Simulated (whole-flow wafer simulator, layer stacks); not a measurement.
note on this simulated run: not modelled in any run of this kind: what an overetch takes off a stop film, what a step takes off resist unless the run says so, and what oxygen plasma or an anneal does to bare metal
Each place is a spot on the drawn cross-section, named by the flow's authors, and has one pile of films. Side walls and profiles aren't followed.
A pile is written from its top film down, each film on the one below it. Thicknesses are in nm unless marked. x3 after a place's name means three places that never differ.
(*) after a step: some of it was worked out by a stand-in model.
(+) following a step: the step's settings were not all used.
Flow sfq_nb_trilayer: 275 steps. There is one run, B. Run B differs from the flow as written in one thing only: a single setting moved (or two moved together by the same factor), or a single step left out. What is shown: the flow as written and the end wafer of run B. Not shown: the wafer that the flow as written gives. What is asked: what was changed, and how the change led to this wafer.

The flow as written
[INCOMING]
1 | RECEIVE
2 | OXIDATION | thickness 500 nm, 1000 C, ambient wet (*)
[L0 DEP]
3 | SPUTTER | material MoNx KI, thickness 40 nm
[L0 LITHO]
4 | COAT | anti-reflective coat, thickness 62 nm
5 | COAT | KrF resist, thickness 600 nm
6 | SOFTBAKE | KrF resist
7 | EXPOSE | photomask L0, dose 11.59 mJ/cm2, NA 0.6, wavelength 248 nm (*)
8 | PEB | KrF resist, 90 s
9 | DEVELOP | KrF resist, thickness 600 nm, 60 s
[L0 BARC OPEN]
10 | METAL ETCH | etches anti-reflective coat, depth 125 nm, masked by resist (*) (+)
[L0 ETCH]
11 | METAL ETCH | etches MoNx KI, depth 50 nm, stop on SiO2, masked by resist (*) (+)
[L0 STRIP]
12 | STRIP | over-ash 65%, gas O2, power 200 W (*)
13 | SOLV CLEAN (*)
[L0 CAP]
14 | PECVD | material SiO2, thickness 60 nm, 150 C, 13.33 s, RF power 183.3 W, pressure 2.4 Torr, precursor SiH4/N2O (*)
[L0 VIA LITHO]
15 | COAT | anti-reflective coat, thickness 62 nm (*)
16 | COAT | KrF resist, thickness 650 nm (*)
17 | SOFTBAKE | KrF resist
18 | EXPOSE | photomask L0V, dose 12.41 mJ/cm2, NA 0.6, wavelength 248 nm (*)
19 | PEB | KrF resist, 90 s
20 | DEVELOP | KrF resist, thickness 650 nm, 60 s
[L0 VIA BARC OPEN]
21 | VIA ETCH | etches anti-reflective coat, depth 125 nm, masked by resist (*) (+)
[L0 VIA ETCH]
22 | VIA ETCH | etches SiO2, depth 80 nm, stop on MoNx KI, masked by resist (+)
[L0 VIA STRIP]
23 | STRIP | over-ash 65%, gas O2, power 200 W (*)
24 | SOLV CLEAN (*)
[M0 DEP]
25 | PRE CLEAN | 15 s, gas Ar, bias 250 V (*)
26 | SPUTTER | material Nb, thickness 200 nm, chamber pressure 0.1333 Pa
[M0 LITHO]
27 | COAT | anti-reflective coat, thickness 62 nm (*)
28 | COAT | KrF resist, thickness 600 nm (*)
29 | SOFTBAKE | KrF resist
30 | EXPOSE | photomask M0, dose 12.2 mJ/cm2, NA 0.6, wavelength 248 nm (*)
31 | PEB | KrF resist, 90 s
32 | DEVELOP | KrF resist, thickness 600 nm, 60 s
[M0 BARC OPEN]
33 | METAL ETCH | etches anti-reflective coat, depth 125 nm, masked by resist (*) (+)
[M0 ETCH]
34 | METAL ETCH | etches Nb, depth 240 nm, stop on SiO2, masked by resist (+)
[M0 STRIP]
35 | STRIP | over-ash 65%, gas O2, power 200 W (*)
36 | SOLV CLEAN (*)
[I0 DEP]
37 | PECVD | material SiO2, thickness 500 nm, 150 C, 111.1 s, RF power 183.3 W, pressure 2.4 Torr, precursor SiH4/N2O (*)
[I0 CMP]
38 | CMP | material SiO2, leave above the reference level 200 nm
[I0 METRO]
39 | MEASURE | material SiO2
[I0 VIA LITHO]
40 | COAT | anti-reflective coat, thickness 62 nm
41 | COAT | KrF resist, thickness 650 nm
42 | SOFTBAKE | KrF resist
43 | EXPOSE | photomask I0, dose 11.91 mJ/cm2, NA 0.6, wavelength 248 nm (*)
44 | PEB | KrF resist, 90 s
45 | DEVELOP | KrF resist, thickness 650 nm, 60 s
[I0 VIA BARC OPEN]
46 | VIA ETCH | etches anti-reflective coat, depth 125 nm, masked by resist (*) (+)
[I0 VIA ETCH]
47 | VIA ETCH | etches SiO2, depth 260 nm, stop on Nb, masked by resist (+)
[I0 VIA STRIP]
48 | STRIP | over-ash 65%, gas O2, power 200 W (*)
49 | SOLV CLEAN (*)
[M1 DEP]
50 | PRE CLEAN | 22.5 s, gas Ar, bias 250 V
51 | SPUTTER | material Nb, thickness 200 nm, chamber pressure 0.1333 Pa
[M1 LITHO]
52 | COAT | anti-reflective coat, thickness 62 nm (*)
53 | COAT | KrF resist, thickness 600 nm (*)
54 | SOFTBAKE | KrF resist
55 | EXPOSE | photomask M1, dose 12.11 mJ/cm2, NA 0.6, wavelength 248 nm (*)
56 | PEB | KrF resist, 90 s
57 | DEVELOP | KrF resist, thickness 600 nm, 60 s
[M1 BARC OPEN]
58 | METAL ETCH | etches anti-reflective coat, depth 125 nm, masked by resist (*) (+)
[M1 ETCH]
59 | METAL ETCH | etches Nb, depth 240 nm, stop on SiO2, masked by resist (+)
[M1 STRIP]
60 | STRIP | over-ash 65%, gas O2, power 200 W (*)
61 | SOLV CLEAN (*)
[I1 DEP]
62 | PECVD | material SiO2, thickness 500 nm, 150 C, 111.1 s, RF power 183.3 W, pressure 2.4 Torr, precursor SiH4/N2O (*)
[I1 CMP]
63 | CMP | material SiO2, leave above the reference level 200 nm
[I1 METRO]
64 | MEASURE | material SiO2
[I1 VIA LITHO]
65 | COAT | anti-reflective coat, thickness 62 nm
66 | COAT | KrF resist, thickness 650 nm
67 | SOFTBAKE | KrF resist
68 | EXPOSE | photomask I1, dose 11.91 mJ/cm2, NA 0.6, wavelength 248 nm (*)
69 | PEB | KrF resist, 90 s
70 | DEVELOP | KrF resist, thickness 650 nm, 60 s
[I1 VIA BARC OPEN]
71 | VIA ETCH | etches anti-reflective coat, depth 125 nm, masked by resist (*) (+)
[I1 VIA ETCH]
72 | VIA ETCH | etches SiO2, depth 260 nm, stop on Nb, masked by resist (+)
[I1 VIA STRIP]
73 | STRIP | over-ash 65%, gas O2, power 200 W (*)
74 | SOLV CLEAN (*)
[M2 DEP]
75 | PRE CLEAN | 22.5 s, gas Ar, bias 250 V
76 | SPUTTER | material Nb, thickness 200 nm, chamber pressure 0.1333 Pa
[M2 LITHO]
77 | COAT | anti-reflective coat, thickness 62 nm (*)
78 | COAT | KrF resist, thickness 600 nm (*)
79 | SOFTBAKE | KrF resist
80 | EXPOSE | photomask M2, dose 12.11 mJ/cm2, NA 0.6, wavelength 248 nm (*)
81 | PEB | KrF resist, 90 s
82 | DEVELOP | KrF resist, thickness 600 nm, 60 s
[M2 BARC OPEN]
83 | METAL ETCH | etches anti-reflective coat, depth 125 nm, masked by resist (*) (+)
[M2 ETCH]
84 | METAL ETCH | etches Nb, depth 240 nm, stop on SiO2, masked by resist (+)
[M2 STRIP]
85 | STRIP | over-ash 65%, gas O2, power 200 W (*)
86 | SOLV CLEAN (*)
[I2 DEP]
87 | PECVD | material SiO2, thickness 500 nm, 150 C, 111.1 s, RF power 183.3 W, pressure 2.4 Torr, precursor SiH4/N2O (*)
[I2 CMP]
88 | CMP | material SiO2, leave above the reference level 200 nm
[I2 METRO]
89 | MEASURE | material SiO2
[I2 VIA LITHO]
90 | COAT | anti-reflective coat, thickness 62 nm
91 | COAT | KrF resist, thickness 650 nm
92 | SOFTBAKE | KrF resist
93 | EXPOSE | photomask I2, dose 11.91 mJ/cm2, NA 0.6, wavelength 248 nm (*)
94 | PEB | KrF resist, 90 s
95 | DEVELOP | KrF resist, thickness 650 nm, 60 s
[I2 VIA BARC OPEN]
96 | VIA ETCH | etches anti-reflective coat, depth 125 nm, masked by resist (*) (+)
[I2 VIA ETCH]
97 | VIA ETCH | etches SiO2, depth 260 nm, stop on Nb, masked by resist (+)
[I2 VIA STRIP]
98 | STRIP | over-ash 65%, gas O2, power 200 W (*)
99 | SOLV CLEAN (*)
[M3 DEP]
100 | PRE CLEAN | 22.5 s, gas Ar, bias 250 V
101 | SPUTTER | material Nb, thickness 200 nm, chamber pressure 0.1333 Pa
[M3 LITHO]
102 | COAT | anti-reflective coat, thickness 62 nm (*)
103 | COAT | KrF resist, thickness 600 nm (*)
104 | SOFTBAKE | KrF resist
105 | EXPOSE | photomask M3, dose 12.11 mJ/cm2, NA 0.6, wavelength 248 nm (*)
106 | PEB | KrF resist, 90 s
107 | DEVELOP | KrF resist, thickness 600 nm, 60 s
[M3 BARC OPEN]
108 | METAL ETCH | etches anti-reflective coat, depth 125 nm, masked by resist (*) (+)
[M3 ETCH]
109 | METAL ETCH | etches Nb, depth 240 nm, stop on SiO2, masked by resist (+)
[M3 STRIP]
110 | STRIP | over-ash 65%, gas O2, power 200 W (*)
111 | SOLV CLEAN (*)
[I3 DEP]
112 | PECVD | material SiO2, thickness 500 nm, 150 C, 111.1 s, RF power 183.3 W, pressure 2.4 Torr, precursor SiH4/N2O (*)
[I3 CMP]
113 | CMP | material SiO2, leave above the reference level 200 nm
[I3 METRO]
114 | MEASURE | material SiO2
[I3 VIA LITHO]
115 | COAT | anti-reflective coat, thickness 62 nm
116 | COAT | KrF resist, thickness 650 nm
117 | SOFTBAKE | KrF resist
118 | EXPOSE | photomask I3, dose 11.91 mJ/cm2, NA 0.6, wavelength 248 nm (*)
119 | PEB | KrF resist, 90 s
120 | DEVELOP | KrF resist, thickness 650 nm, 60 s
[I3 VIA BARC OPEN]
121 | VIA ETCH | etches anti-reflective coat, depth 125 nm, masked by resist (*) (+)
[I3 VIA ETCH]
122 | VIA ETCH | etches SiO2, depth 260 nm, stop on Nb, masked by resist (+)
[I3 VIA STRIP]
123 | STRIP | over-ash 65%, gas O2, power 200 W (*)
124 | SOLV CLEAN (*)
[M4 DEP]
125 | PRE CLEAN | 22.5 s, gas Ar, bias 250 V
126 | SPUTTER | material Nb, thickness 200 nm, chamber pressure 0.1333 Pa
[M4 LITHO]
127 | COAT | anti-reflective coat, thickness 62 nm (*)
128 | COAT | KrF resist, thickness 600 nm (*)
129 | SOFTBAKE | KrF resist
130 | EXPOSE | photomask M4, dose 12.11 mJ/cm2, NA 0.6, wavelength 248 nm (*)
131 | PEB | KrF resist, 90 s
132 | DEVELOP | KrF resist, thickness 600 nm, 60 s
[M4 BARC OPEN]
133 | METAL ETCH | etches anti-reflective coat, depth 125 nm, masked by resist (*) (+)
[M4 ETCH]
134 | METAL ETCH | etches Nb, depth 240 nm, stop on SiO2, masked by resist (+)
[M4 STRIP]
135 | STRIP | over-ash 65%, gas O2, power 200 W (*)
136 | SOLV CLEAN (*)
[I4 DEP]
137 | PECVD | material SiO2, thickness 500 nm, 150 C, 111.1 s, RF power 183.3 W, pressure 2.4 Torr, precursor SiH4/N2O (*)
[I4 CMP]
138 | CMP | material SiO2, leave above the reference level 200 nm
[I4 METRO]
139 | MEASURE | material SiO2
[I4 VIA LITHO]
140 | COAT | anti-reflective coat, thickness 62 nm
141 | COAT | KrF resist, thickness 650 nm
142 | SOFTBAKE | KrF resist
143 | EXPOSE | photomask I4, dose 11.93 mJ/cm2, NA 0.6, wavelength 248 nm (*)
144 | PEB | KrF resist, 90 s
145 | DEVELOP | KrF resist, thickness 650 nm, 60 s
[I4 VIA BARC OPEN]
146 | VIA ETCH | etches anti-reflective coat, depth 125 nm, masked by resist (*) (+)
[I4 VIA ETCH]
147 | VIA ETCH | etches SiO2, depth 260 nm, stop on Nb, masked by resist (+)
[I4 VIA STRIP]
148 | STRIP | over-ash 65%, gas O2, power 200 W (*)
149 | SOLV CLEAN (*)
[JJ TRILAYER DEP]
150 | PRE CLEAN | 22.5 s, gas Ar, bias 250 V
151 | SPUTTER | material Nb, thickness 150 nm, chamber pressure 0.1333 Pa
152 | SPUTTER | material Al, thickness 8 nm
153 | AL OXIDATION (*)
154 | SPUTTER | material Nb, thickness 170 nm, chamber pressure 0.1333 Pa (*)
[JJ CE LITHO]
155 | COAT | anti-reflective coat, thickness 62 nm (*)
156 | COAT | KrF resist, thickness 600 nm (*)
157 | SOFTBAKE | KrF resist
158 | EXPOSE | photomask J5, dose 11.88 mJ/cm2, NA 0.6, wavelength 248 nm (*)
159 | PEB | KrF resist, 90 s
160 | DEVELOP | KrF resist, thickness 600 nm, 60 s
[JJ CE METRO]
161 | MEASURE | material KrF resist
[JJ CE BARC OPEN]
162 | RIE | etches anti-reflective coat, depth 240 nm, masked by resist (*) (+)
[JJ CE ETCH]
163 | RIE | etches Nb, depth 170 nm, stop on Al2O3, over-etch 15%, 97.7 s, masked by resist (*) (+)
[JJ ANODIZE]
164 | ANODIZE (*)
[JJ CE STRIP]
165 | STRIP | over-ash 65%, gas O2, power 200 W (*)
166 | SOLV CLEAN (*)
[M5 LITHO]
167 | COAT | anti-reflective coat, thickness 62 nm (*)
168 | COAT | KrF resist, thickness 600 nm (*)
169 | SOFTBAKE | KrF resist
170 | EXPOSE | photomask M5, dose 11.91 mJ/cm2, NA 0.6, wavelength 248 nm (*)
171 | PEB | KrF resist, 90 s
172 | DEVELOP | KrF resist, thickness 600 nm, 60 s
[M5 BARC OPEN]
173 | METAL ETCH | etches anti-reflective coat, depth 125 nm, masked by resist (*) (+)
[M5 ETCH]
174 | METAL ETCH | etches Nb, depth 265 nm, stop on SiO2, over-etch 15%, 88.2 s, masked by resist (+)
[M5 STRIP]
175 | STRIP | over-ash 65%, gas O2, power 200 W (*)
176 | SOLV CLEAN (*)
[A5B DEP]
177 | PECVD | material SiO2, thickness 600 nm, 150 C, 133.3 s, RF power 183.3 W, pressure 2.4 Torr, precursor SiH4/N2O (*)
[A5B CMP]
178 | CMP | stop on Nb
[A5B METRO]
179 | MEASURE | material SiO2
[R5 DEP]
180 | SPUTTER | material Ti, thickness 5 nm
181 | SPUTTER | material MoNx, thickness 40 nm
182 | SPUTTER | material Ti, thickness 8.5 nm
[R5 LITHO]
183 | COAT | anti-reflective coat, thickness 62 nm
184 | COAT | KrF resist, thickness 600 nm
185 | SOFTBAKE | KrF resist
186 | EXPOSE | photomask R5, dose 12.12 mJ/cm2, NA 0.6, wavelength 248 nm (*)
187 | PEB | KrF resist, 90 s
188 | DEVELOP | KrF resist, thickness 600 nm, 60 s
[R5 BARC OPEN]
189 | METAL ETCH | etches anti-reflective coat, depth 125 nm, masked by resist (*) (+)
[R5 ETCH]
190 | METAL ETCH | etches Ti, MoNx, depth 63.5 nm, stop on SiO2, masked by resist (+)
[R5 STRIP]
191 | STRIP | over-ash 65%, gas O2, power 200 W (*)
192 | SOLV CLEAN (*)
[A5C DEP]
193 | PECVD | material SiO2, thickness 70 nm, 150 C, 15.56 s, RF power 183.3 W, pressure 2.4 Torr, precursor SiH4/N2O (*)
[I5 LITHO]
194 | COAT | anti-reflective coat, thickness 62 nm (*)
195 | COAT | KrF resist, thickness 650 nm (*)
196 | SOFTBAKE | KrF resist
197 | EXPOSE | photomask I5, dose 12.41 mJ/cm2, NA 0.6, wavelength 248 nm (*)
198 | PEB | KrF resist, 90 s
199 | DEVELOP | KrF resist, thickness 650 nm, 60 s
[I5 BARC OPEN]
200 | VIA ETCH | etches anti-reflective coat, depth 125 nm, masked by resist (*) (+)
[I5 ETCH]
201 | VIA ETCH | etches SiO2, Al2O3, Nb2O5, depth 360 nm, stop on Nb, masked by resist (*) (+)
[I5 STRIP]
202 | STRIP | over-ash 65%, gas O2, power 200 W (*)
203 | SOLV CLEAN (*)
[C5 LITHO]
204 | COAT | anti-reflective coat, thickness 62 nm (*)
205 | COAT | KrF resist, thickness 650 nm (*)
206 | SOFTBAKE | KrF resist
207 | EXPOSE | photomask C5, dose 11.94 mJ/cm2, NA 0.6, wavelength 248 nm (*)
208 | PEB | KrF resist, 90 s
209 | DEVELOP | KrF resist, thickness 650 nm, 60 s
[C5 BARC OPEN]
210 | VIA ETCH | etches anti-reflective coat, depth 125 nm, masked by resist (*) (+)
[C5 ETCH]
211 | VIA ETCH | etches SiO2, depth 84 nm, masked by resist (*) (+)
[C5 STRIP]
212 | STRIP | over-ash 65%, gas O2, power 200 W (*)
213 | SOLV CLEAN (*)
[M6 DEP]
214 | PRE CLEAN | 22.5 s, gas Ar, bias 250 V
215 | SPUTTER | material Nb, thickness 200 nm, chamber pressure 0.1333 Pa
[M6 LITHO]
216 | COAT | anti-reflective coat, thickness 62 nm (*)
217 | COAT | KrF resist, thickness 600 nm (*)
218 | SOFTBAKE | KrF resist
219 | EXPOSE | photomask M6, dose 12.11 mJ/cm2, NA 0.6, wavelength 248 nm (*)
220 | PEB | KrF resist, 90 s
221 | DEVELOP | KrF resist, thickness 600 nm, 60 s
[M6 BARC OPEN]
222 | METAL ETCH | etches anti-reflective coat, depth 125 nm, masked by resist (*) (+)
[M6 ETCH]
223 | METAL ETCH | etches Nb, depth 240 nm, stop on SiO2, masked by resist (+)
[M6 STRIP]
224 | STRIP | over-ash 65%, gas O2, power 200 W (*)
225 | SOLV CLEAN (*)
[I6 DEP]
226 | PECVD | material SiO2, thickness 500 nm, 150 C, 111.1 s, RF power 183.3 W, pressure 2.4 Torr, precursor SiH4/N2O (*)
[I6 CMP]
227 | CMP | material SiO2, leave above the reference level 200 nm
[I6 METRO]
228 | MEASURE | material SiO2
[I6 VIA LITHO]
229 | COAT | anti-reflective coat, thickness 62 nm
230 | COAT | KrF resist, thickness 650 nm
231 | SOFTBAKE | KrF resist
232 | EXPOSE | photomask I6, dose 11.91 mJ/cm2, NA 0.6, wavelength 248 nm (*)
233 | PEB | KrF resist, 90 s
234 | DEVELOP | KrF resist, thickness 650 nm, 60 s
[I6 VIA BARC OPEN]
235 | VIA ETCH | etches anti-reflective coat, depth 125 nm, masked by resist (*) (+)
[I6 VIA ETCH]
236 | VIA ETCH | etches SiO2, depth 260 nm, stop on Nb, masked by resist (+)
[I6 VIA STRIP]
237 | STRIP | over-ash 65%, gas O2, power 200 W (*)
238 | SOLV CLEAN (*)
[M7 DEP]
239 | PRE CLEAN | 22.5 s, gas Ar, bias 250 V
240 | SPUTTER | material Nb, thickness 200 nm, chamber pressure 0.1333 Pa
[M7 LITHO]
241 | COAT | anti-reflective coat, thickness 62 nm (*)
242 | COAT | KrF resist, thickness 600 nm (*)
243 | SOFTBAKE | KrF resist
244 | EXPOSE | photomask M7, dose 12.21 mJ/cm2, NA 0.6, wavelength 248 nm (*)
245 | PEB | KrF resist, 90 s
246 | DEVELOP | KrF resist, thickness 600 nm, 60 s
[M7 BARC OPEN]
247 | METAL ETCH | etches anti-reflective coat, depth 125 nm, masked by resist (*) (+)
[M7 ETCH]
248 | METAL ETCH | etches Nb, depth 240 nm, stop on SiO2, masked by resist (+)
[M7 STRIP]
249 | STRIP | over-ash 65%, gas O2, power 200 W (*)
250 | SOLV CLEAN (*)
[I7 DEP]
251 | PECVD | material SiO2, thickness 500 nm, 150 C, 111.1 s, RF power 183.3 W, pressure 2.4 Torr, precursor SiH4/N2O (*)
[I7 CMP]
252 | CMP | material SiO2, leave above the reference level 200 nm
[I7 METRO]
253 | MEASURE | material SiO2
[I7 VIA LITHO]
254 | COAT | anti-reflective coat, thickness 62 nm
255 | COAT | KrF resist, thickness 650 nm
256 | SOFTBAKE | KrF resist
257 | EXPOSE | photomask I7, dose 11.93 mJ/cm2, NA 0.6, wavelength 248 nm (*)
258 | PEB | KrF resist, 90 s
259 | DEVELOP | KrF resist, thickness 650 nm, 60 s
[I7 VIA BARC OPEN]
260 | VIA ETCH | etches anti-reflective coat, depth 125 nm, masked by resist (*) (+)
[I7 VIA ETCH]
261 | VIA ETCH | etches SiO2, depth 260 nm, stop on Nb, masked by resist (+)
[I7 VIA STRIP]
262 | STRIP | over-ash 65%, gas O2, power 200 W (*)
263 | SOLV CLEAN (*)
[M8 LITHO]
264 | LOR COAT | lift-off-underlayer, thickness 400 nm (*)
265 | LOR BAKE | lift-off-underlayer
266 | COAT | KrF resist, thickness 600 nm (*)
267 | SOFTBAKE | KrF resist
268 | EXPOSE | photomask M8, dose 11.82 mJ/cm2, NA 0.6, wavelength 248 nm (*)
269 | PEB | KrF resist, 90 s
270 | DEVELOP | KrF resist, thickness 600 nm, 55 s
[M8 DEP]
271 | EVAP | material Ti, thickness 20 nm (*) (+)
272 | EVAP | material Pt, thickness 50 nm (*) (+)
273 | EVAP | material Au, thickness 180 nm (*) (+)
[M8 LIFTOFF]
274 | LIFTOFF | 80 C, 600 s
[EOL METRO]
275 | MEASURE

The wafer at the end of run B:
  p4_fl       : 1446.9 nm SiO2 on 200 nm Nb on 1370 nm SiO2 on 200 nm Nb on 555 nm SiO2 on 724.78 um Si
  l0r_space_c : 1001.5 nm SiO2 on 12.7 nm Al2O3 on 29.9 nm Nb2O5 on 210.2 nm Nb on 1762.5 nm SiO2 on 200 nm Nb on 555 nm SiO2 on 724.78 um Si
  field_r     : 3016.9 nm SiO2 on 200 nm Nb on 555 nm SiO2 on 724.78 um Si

Cause: step 151, SPUTTER: thickness 221 nm was run, while the flow as written has thickness 150 nm.

Step by step, how the change led to this:
  151 | SPUTTER | material Nb, thickness 150 nm, chamber pressure 0.1333 Pa
      field_l, v_sur, via_sp and 100 more: +221 Nb (new film) (it would be, as written: +150 Nb (new film))
      via_wl, via_w, via_wr: +193 Nb (it would be, as written: +130.4 Nb)
  152 | SPUTTER | material Al, thickness 8 nm
      via_wl, via_wr: +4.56 Al (new film) (it would be, as written: +5.14 Al (new film))
  154 | SPUTTER | material Nb, thickness 170 nm, chamber pressure 0.1333 Pa (*)
      via_wl, via_wr: +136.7 Nb (new film) (it would be, as written: +140.7 Nb (new film))
      via_w: +137.1 Nb (new film) (it would be, as written: +141 Nb (new film))
  155 | COAT | anti-reflective coat, thickness 62 nm (*)
      via_wl, via_wr: +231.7 anti-reflective coat (new film) (it would be, as written: +209.4 anti-reflective coat (new film))
      via_w: +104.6 anti-reflective coat (new film) (it would be, as written: +97.4 anti-reflective coat (new film))
  162 | RIE | etches anti-reflective coat, depth 240 nm, masked by resist (*) (+)
      ce_l, c5j, ce_r, wl_jj: -231.7 KrF resist (it would be, as written: -209.4 KrF resist)
      via_wl, via_wr: -231.7 anti-reflective coat (all of it) (it would be, as written: -209.4 anti-reflective coat (all of it))
      (and at 1 other place as well)
  163 | RIE | etches Nb, depth 170 nm, stop on Al2O3, over-etch 15%, 97.7 s, masked by resist (*) (+)
      via_wl, via_wr: -136.7 Nb (all of it), -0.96 Al2O3 (all of it) (it would be, as written: -140.7 Nb (all of it), -0.96 Al2O3 (all of it))
      via_w: -137.1 Nb (all of it), -0.96 Al2O3 (all of it) (it would be, as written: -141 Nb (all of it), -0.96 Al2O3 (all of it))
  164 | ANODIZE (*)
      via_wl, via_wr: +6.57 Al2O3 (new film), +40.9 Nb2O5 (new film), -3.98 Al (all of it), -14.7 Nb (it would be, as written: +7.52 Al2O3 (new film), +39.2 Nb2O5 (new film), -4.56 Al (all of it), -14.1 Nb)
      via_w: +10.4 Al2O3 (new film), +34.1 Nb2O5 (new film), -6.28 Al (all of it), -12.3 Nb (it would be, as written: +10.8 Al2O3 (new film), +33.3 Nb2O5 (new film), -6.54 Al (all of it), -12 Nb)
  165 | STRIP | over-ash 65%, gas O2, power 200 W (*)
      ce_l: -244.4 KrF resist (all of it), -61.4 anti-reflective coat (all of it) (it would be, as written: -266.8 KrF resist (all of it), -61.4 anti-reflective coat (all of it))
      c5j: -244.5 KrF resist (all of it), -61.5 anti-reflective coat (all of it) (it would be, as written: -266.9 KrF resist (all of it), -61.5 anti-reflective coat (all of it))
      (and at 2 other places as well)
  167 | COAT | anti-reflective coat, thickness 62 nm (*)
      v_sur: +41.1 anti-reflective coat (new film) (it would be, as written: +44.9 anti-reflective coat (new film))
      via_wl: +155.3 anti-reflective coat (new film) (it would be, as written: +170.5 anti-reflective coat (new film))
      (and at 3 other places as well)
  168 | COAT | KrF resist, thickness 600 nm (*)
      via_wl: +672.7 KrF resist (new film) (it would be, as written: +656 KrF resist (new film))
      via_wr: +673.6 KrF resist (new film) (it would be, as written: +656.6 KrF resist (new film))
  174 | METAL ETCH | etches Nb, depth 265 nm, stop on SiO2, over-etch 15%, 88.2 s, masked by resist (+)
      field_l, r_sur, res and 49 more: -12.6 Al2O3 (all of it), -29.9 Nb2O5 (all of it), -210.2 Nb (all of it), -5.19 SiO2 (it would be, as written: -12.6 Al2O3 (all of it), -29.9 Nb2O5 (all of it), -139.2 Nb (all of it), -12.3 SiO2)
      wl_a_sl: -12.6 Al2O3 (all of it), -29.9 Nb2O5 (all of it), -210.2 Nb (all of it), -5.2 SiO2 (it would be, as written: -12.6 Al2O3 (all of it), -29.9 Nb2O5 (all of it), -139.2 Nb (all of it), -12.3 SiO2)
  175 | STRIP | over-ash 65%, gas O2, power 200 W (*)
      v_sur: -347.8 KrF resist (all of it), -41.1 anti-reflective coat (all of it) (it would be, as written: -349.2 KrF resist (all of it), -44.9 anti-reflective coat (all of it))
      via_wl: -443.7 KrF resist (all of it), -155.3 anti-reflective coat (all of it) (it would be, as written: -427 KrF resist (all of it), -170.5 anti-reflective coat (all of it))
      (and at 3 other places as well)
  178 | CMP | stop on Nb
      field_l, p4_fl, p4_fm and 39 more: -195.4 SiO2 (it would be, as written: -259.3 SiO2)
      r_sur, res, r_end, moat, field_r, lsp_l: -186 SiO2 (it would be, as written: -252.3 SiO2)
      (and at 8 other places as well)
